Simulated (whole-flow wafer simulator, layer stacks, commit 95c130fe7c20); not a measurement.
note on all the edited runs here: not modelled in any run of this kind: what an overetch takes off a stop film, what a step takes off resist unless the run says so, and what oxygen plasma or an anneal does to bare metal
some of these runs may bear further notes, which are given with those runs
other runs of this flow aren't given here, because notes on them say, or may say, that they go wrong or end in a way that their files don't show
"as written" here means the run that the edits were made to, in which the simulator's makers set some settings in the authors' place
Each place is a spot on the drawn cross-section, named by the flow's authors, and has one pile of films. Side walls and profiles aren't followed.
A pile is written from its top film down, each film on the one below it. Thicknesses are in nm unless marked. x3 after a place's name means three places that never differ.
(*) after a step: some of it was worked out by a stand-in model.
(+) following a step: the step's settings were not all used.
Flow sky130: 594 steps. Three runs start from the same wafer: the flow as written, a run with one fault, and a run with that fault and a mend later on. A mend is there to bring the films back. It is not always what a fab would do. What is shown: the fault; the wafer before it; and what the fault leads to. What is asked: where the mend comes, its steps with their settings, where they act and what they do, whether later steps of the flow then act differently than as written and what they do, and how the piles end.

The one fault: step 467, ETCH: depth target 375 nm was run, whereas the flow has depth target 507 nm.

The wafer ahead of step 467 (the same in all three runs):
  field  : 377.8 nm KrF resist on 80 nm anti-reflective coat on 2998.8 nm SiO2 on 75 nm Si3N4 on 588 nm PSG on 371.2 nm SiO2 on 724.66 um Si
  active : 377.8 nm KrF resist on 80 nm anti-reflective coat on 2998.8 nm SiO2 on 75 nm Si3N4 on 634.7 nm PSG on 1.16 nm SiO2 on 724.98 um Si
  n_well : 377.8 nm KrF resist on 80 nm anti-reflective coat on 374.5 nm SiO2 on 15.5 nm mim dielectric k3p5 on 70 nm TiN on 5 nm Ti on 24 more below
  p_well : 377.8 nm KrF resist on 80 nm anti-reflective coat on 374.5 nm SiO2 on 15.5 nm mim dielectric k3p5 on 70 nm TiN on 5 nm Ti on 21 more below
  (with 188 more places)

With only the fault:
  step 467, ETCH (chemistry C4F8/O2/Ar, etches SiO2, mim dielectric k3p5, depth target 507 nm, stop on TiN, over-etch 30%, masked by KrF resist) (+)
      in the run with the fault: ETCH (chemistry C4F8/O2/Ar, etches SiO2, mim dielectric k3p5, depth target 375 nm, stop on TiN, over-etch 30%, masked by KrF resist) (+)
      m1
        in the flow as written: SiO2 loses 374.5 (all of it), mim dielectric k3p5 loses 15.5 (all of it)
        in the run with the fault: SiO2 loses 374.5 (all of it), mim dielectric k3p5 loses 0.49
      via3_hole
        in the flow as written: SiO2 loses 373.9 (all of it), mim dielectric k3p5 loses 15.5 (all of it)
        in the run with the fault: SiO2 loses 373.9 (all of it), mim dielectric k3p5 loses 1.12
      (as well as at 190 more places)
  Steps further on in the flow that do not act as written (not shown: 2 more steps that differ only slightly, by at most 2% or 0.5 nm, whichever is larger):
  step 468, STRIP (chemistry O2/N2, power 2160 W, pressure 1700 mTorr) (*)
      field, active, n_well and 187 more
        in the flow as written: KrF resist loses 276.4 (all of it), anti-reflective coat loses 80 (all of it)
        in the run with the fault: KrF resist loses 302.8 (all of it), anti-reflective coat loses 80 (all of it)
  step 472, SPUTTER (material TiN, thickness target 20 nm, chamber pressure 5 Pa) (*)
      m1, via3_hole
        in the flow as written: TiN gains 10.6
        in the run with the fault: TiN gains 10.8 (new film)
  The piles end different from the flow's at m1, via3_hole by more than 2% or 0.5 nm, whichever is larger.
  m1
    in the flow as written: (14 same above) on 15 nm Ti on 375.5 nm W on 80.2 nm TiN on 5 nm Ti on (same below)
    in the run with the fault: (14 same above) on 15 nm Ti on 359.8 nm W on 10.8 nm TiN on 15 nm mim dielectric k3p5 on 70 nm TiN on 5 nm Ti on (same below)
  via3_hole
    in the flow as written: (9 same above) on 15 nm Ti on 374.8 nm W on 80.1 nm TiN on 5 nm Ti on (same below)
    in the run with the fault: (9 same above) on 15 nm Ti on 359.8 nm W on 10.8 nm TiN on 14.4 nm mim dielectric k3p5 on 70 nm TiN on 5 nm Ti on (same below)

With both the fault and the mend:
  After step 467 comes the mend.
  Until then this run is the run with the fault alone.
  step 467a, ETCH (chemistry C4F8/O2/Ar, etches SiO2, mim dielectric k3p5, depth target 132 nm, stop on TiN, over-etch 30%, masked by KrF resist) (+) (the flow's step 467, run once more with other settings)
      field, active, n_well and 187 more
        KrF resist loses 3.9
      m1
        mim dielectric k3p5 loses 15 (all of it)
      via3_hole
        mim dielectric k3p5 loses 14.4 (all of it)
  Steps further on in the flow that do not act as written:
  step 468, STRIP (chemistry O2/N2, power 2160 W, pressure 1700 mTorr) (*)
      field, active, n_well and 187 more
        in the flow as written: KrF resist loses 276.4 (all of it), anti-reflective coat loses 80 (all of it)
        in the run with the mend: KrF resist loses 298.9 (all of it), anti-reflective coat loses 80 (all of it)
  At every place that both follow, the piles at the end match the flow's.
